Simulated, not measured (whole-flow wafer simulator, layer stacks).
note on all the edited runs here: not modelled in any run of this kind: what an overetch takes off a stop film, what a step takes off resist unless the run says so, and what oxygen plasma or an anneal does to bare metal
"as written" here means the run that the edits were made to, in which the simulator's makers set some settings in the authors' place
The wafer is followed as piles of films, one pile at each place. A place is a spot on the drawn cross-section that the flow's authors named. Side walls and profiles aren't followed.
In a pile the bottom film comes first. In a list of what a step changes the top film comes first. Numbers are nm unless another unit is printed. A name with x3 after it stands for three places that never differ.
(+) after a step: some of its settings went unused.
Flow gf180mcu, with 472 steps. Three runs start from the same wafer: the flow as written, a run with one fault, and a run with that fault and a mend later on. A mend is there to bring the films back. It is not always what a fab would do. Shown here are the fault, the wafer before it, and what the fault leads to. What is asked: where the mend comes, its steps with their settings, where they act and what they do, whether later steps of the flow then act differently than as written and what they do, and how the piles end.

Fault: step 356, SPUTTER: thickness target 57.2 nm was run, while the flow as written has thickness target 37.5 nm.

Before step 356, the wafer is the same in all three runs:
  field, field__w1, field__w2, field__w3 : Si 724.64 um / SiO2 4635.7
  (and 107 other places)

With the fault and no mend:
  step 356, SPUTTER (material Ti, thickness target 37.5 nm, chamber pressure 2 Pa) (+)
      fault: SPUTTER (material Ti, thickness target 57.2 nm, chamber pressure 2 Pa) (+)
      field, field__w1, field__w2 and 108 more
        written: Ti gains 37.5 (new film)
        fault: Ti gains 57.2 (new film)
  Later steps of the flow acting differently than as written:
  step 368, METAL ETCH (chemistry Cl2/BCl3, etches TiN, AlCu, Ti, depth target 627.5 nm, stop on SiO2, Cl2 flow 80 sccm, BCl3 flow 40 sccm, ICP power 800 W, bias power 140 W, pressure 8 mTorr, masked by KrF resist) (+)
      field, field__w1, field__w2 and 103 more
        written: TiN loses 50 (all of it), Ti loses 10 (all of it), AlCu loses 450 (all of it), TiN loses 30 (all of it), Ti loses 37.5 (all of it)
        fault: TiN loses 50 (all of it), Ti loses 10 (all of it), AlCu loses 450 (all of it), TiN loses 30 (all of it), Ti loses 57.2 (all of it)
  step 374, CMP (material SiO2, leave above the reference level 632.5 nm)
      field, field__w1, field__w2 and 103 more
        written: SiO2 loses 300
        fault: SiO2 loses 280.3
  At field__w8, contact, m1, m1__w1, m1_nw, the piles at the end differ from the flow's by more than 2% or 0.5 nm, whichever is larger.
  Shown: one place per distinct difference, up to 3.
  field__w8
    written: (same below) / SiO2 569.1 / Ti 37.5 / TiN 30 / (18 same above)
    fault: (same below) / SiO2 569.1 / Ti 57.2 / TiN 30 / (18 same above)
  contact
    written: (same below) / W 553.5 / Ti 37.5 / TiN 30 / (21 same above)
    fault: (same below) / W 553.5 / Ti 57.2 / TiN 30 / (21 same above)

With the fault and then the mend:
  The mend follows step 356.
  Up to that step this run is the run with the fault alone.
  step 356a, METAL ETCH (chemistry Cl2/BCl3, etches TiN, AlCu, Ti, depth target 19.7 nm, Cl2 flow 80 sccm, BCl3 flow 40 sccm, ICP power 800 W, bias power 140 W, pressure 8 mTorr) (the flow's step 260 again, with other settings)
      field, field__w1, field__w2 and 108 more
        Ti loses 19.7
  Later steps of the flow that are run all act as written at every place that is followed.
  By the end, the piles equal the flow's at every place that both follow.
